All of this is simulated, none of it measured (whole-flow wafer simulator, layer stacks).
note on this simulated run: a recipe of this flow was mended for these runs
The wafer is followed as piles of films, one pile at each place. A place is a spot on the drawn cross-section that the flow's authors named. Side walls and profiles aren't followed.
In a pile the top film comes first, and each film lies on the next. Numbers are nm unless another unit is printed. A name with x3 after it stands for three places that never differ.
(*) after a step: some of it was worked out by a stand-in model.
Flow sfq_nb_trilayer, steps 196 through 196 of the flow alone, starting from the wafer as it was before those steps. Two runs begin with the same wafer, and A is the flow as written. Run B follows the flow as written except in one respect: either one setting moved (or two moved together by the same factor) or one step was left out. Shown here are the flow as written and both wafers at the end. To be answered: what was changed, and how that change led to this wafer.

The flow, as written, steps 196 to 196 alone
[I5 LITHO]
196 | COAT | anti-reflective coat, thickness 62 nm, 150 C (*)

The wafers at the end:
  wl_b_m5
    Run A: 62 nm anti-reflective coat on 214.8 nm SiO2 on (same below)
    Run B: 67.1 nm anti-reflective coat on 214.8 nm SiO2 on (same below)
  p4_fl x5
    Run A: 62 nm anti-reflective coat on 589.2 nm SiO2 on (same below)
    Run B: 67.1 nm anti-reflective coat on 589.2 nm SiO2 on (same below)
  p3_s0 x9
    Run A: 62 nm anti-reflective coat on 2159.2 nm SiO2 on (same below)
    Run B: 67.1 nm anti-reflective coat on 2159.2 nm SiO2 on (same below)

What caused this: step 196, COAT: thickness 67.1 nm was run, whereas the flow has thickness 62 nm.
The wafer lets one read it off: wl_b_m5 has anti-reflective coat 67.1, and step 196 as written asks for 62 nm.

How this came from the change, step by step:
  196 | COAT | anti-reflective coat, thickness 62 nm, 150 C (*)
      p4_fl x5, p4_w1 x9, p3_s0 x9 and 42 more: A anti-reflective coat gains 62 (new film) | B anti-reflective coat gains 67.1 (new film)
      via_wl, via_w, via_wr, via_sp, via_v, l0_sur, l0v: A anti-reflective coat gains 62.3 (new film) | B anti-reflective coat gains 67.4 (new film)
      (also at 34 further places)
